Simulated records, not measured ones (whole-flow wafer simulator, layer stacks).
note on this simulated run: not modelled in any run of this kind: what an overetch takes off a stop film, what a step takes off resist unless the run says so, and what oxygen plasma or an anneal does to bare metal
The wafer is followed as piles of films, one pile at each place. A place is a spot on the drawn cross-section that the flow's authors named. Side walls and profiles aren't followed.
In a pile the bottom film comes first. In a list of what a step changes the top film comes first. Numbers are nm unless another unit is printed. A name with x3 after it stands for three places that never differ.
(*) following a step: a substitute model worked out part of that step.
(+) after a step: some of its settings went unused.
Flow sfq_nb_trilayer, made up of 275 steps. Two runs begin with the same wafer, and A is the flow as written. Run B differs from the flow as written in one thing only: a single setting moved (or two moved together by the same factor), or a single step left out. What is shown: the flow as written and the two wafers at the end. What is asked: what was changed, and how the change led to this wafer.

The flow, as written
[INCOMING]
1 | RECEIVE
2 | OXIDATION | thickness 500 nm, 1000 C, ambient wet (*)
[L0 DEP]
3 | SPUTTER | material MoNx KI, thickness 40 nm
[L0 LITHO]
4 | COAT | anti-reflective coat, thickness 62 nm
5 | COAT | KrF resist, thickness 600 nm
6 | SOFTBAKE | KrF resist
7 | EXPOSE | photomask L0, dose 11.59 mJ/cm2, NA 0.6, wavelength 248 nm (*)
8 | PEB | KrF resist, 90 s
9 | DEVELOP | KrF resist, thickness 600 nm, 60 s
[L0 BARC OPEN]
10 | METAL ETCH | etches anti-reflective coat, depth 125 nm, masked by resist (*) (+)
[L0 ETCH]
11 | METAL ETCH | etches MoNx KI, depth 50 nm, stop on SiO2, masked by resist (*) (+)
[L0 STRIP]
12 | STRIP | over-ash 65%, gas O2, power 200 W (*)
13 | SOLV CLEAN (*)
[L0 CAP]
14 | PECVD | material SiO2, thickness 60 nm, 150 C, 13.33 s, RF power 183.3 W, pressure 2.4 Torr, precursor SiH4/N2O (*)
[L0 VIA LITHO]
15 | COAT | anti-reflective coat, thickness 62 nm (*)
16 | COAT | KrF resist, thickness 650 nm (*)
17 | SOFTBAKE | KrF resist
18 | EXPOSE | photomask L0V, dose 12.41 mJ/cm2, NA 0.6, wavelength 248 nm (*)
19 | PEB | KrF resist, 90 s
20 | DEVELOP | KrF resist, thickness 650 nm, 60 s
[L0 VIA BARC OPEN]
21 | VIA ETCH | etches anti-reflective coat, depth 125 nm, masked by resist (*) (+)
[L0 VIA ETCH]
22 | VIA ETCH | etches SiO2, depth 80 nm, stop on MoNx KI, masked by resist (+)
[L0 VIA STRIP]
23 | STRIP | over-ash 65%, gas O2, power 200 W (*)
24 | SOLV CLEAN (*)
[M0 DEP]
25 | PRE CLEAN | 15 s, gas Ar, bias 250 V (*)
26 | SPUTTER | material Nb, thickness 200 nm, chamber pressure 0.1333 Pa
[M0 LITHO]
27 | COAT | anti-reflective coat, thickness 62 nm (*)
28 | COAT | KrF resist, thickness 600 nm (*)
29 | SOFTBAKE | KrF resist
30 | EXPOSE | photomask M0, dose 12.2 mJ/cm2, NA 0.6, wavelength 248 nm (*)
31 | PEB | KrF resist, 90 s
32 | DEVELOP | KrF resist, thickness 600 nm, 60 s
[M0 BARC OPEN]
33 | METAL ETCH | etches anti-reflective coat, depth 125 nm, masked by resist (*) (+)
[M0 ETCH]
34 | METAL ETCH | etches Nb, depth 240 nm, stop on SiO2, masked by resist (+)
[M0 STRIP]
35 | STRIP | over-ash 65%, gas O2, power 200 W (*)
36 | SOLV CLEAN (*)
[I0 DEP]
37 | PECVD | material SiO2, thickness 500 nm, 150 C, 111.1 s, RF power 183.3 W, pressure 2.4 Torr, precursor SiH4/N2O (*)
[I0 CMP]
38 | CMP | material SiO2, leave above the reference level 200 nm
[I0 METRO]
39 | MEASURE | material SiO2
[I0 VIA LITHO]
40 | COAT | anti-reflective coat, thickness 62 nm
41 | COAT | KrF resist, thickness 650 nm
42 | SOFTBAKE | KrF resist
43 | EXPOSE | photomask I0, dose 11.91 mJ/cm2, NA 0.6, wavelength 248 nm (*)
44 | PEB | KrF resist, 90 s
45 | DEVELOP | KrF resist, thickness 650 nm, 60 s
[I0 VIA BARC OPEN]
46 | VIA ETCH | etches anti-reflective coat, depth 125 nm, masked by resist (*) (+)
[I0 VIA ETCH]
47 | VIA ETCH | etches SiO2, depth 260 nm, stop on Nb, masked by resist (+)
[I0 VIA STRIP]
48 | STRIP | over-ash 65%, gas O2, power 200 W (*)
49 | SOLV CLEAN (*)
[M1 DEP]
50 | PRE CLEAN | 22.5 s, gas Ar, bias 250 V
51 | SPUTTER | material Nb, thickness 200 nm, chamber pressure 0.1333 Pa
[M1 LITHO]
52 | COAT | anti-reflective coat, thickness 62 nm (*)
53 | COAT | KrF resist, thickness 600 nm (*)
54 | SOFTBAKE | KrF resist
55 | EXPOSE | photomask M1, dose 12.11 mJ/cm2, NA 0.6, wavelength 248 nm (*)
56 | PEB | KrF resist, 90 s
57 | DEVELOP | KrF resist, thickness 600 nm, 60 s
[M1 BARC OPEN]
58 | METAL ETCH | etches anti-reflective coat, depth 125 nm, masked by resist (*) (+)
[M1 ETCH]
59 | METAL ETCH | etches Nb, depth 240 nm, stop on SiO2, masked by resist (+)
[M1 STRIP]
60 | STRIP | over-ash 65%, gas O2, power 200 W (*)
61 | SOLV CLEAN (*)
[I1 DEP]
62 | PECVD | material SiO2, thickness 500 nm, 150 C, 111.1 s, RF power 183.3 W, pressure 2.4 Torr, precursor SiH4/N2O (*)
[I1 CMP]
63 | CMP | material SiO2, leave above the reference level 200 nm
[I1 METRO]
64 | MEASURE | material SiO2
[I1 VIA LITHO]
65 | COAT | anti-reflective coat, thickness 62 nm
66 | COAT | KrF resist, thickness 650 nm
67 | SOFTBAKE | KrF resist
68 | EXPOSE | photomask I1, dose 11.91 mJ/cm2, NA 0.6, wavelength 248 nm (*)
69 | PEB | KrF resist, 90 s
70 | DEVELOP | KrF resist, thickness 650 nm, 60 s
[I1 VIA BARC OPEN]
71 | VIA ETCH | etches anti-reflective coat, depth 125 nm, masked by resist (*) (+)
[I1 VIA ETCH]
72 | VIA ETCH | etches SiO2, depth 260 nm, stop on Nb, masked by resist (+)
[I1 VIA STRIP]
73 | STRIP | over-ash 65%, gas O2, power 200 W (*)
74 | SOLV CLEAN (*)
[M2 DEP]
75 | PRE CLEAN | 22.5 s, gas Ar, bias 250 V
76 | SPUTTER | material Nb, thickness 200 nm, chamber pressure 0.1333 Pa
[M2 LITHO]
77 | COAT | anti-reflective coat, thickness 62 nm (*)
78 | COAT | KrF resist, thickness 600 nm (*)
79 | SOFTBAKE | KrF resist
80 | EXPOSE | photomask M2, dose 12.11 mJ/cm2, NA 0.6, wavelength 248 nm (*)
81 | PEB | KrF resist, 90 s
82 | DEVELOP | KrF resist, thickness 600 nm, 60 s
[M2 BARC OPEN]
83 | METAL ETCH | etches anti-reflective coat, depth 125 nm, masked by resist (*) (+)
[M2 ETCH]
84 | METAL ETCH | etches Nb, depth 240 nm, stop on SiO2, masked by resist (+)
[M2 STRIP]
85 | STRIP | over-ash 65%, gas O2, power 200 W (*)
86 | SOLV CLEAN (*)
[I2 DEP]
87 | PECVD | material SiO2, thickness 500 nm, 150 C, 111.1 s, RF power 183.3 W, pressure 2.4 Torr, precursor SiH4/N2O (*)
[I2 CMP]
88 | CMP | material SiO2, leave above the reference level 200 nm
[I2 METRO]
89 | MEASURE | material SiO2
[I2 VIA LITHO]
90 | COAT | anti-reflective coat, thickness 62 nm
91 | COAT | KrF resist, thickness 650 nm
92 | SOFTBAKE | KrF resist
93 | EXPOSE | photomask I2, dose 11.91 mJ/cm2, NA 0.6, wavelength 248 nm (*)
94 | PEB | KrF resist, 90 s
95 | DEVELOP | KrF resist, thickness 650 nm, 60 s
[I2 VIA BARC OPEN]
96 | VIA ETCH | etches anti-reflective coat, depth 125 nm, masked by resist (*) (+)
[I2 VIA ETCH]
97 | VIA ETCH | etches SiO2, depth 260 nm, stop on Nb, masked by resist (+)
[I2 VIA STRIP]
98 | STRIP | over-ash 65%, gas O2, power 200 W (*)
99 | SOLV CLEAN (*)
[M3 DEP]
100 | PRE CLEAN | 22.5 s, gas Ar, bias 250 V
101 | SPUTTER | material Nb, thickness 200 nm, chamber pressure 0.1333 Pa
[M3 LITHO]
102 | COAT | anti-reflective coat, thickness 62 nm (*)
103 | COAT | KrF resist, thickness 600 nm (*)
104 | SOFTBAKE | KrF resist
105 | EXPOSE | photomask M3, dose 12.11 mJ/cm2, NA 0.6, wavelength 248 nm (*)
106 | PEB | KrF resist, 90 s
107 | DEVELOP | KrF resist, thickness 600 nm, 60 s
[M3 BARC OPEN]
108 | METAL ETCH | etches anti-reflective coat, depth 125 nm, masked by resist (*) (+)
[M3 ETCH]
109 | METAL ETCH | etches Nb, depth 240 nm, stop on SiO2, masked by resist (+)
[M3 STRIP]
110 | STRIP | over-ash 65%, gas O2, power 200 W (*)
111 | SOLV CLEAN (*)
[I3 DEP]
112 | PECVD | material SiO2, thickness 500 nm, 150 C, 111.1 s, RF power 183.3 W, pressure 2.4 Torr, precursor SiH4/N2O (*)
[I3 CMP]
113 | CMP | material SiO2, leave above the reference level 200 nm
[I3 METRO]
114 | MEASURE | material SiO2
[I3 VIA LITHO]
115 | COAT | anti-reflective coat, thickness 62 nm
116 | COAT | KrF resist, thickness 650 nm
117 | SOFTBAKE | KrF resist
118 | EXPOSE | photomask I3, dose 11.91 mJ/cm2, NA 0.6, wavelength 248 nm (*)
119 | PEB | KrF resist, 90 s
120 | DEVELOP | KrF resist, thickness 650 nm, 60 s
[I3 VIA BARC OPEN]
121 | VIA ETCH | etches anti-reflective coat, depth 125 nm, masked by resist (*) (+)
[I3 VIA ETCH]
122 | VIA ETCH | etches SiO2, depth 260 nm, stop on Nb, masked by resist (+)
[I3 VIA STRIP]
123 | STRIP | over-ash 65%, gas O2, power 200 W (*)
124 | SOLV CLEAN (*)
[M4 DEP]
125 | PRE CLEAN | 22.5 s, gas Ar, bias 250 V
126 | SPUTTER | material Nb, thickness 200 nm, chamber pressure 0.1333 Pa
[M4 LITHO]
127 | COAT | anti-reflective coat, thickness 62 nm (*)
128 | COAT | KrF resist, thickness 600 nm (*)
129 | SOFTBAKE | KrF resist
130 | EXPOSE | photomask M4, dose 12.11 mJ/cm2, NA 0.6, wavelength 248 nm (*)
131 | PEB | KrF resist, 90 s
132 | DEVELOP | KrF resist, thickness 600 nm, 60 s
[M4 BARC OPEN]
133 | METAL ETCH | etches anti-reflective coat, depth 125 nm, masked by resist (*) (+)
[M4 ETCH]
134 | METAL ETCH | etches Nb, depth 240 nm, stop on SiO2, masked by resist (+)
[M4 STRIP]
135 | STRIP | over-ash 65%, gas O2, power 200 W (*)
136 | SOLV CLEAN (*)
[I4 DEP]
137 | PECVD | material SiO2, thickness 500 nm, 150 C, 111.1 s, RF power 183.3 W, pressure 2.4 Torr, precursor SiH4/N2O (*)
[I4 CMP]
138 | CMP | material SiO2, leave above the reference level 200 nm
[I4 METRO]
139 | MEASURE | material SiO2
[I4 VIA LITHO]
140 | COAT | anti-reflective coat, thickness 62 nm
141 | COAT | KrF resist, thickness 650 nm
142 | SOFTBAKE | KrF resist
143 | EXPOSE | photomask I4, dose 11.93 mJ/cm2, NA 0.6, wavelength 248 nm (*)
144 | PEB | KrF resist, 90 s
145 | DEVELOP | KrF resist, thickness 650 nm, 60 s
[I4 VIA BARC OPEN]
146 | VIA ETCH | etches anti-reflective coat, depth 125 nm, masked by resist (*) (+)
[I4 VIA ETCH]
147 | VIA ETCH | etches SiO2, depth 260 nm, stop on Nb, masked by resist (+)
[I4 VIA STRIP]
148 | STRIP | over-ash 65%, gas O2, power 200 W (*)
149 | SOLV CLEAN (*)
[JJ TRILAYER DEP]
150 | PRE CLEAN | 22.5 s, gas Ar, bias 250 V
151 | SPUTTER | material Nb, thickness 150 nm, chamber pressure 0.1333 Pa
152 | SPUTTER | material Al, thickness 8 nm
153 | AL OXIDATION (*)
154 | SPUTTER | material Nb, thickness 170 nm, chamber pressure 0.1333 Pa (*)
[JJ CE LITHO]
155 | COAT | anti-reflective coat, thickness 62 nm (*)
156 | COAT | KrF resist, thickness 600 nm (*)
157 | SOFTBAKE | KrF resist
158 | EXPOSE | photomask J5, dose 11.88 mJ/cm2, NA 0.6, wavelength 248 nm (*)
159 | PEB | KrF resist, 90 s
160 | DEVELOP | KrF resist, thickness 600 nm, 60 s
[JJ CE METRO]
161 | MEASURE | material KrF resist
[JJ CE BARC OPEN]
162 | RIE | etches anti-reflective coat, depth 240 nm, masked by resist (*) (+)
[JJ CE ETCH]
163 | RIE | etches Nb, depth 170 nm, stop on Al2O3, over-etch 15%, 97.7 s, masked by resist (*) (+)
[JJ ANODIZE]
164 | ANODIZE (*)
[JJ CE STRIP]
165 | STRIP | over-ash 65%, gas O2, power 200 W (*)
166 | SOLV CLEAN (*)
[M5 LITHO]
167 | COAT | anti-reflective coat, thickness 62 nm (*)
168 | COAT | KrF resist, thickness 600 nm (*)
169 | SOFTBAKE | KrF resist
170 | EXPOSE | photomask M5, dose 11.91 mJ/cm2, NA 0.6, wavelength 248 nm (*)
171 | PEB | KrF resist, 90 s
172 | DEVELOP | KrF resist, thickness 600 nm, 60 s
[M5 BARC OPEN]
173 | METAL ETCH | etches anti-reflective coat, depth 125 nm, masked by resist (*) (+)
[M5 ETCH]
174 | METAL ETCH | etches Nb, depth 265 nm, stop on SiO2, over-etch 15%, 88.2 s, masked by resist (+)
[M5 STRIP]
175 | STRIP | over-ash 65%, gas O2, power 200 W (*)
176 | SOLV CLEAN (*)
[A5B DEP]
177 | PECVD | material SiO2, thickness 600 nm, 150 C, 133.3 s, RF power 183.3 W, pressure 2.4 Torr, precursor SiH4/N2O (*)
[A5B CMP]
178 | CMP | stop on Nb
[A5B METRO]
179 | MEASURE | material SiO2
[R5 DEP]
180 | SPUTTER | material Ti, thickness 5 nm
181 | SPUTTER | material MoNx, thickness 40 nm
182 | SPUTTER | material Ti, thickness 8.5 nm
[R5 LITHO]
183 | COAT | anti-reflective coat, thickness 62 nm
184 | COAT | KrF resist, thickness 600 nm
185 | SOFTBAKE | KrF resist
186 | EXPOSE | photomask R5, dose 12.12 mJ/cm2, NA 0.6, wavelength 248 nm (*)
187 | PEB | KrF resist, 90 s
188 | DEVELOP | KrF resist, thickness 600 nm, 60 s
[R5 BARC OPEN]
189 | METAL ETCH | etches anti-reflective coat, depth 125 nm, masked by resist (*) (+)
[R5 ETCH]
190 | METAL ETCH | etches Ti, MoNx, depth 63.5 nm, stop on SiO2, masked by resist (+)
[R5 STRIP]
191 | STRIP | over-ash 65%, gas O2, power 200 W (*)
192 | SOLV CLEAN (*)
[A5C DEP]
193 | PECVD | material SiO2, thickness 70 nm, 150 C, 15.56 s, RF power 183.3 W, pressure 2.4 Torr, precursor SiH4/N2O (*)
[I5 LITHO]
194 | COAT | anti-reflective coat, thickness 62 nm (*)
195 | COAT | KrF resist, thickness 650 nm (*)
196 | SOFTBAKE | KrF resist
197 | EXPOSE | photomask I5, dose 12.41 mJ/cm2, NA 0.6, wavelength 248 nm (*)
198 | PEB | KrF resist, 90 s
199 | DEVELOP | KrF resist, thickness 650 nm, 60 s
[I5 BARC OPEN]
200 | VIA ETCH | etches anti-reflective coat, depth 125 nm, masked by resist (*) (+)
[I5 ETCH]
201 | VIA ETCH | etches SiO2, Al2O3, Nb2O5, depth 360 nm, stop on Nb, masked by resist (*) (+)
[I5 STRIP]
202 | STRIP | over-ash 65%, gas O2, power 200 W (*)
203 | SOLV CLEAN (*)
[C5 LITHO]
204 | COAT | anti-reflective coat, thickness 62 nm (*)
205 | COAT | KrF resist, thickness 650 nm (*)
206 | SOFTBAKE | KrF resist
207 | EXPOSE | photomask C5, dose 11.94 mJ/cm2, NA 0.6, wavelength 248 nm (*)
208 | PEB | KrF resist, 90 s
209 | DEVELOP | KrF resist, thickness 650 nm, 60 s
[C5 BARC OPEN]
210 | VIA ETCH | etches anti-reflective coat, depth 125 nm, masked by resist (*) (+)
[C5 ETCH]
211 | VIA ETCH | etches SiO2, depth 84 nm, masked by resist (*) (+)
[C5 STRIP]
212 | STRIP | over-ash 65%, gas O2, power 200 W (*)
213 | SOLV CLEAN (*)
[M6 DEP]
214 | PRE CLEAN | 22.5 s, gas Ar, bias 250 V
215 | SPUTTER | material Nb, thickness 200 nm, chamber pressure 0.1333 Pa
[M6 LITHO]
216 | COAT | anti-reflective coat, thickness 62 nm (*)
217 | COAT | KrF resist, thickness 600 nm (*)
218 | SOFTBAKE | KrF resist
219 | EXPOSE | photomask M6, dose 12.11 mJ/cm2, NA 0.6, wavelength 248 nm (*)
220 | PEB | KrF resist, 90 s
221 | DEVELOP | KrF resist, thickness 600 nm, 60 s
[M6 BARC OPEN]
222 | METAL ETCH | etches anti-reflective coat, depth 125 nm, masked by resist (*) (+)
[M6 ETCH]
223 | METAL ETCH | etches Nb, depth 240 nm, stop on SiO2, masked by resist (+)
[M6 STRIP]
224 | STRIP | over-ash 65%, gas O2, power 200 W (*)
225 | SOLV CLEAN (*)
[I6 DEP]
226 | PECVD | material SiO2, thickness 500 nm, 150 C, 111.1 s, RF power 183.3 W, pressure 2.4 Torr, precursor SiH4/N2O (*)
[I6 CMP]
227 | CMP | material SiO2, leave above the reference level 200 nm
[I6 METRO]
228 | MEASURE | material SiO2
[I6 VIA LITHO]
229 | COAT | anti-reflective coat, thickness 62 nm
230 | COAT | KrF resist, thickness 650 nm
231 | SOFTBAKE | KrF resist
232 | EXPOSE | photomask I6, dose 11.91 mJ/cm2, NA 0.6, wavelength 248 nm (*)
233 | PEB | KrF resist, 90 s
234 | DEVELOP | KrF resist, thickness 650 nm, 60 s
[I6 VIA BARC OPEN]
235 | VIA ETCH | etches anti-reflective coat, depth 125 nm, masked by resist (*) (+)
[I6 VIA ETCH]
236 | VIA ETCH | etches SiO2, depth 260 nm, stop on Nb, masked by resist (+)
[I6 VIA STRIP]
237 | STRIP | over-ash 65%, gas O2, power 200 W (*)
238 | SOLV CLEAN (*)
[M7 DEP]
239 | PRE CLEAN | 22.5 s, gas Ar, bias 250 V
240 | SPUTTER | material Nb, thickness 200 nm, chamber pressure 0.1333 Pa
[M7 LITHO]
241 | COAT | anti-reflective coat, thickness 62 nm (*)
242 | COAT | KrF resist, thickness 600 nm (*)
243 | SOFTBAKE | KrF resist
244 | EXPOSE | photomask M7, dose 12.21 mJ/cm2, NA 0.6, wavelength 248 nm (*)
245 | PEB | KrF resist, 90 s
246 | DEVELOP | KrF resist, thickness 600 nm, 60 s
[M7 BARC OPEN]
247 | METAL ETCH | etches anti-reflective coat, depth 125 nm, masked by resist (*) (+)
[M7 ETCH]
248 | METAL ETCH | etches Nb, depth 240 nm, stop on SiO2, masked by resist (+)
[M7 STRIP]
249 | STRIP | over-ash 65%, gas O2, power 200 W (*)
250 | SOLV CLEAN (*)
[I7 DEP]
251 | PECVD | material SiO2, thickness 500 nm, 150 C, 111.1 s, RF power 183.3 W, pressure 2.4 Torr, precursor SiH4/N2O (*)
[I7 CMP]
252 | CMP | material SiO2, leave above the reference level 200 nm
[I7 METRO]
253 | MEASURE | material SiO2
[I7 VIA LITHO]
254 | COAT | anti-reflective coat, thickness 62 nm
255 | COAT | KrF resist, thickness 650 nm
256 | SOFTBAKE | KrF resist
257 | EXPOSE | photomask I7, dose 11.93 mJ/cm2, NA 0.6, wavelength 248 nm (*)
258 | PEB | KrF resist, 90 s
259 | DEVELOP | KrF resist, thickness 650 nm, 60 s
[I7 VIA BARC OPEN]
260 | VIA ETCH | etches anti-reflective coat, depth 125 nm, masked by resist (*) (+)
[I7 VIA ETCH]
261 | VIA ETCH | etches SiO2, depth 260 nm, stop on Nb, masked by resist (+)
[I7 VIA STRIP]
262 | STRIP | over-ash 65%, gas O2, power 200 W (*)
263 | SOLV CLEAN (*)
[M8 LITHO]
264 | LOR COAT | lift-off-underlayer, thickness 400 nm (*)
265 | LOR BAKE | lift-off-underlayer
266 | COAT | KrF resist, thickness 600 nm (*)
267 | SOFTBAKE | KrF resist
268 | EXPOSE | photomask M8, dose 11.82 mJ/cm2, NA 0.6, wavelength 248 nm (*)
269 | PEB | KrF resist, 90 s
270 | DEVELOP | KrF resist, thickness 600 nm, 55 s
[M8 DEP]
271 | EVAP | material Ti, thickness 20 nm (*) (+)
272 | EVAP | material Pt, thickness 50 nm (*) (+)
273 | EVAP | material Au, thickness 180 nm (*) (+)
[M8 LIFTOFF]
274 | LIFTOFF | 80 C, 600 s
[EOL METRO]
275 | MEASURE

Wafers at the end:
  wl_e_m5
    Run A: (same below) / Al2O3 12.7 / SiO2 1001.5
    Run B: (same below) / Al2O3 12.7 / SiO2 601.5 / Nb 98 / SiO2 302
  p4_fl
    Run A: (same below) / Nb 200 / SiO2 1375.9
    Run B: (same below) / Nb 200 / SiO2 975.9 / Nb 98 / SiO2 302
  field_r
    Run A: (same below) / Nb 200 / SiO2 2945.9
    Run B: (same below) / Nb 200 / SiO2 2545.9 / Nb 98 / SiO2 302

Cause: step 248, METAL ETCH: depth 102 nm was run, while the flow as written has depth 240 nm.

How this came from the change, step by step:
  248 | METAL ETCH | etches Nb, depth 240 nm, stop on SiO2, masked by resist (+)
      field_l, field_r, lsp_l and 62 more: A -200 Nb (all of it) | B -102 Nb
      v_sur, via_wl, via_w and 38 more: A -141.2 KrF resist | B -60 KrF resist
  249 | STRIP | over-ash 65%, gas O2, power 200 W (*)
      wl_j_sl, wl_jj, wl_j_sr and 14 more: A -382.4 KrF resist (all of it), -62 anti-reflective coat (all of it) | B -463.6 KrF resist (all of it), -62 anti-reflective coat (all of it)
      ln_m5, lsp_m, ln_m6, lsp_r: A -381.9 KrF resist (all of it), -61.8 anti-reflective coat (all of it) | B -463.1 KrF resist (all of it), -61.8 anti-reflective coat (all of it)
      (as well as at 20 more places)
  251 | PECVD | material SiO2, thickness 500 nm, 150 C, 111.1 s, RF power 183.3 W, pressure 2.4 Torr, precursor SiH4/N2O (*)
      field_l, p4_fl, p4_fm and 56 more: A +500 SiO2 | B +500 SiO2 (new film)
      field_r, lsp_l: A +477.7 SiO2 | B +488.6 SiO2 (new film)
      (as well as at 4 more places)
  252 | CMP | material SiO2, leave above the reference level 200 nm
      field_l, p4_fl, p4_fm and 56 more: A -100 SiO2 | B -198 SiO2
      field_r, lsp_l: A -77.7 SiO2 | B -186.6 SiO2
      (as well as at 4 more places)
Taking metal films that touch as one body, wl_e_m5 has 7 bodies (between them, from the top down: SiO2 601.5 / Al2O3 12.7 / Nb2O5 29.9; SiO2 192.5; SiO2 192.5; SiO2 192.5; SiO2 192.5; SiO2 192.5); the flow as written gives 6 bodies (between them, from the top down: SiO2 192.5; SiO2 192.5; SiO2 192.5; SiO2 192.5; SiO2 192.5).
Taking metal films that touch as one body, p4_fl has 3 bodies (between them, from the top down: SiO2 975.9; SiO2 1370); the flow as written gives 2 bodies (between them, from the top down: SiO2 1370).
Taking metal films that touch as one body, field_r has 2 bodies (between them, from the top down: SiO2 2545.9); the flow as written gives 1 body.
